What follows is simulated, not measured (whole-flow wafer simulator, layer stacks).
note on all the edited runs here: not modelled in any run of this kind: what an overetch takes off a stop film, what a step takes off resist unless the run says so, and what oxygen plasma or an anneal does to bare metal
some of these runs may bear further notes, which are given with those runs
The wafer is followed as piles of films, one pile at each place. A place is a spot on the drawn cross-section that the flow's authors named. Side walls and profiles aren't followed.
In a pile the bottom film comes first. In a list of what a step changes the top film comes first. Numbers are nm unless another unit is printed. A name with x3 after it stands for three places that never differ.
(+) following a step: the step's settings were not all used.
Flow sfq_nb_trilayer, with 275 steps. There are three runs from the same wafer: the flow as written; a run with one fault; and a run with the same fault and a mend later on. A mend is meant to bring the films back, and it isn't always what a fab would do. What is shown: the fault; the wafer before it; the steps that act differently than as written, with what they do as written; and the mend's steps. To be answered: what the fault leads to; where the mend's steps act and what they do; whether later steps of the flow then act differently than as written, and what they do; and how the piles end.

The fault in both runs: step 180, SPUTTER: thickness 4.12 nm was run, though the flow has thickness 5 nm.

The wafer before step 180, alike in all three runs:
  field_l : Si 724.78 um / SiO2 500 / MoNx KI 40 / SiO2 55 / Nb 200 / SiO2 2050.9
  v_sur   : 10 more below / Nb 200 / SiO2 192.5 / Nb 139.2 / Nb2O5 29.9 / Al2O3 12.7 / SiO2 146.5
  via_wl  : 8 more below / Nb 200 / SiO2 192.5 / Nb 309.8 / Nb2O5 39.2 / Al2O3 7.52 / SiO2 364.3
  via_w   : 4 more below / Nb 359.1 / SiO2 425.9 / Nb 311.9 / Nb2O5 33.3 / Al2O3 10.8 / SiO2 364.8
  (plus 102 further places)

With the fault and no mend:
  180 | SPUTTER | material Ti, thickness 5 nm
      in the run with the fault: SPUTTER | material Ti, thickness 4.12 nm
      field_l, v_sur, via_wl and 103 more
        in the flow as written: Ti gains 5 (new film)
        in the run with the fault: Ti gains 4.12 (new film)
  Steps further on in the flow that do not act as written (18 more steps, not shown, differ only slightly: by at most 2% or 0.5 nm, whichever is larger):
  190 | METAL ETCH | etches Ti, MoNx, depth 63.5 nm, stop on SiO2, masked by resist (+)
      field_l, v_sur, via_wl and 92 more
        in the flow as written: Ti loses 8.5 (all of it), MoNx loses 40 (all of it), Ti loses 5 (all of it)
        in the run with the fault: Ti loses 8.5 (all of it), MoNx loses 40 (all of it), Ti loses 4.12 (all of it)
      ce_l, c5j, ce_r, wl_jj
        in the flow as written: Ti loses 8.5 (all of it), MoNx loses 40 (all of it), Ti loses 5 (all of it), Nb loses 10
        in the run with the fault: Ti loses 8.5 (all of it), MoNx loses 40 (all of it), Ti loses 4.12 (all of it), Nb loses 10.9
  The piles end different from the flow's at be_r, r_sur, res, r_end, r5r_line_l, r5r_line_c, r5r_line_r by more than 2% or 0.5 nm, whichever is larger.
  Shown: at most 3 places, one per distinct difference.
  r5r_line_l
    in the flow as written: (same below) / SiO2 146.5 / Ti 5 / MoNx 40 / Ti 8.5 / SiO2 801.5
    in the run with the fault: (same below) / SiO2 146.5 / Ti 4.12 / MoNx 40 / Ti 8.5 / SiO2 802.4
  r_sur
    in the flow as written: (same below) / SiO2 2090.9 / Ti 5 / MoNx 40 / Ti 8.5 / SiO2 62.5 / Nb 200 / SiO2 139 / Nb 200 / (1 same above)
    in the run with the fault: (same below) / SiO2 2090.9 / Ti 4.12 / MoNx 40 / Ti 8.5 / SiO2 62.5 / Nb 200 / SiO2 139.9 / Nb 200 / (1 same above)
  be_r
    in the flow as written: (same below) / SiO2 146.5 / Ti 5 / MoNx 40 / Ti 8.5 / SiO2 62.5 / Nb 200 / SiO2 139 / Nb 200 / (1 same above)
    in the run with the fault: (same below) / SiO2 146.5 / Ti 4.12 / MoNx 40 / Ti 8.5 / SiO2 62.5 / Nb 200 / SiO2 139.9 / Nb 200 / (1 same above)

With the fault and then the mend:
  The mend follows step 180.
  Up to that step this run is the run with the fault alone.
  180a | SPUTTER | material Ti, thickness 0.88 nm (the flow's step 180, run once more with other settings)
      field_l, v_sur, via_wl and 103 more
        Ti gains 0.88
  Every later step of the flow that is run acts as written at every place that is followed.
  At every place that both follow, the piles at the end match the flow's.
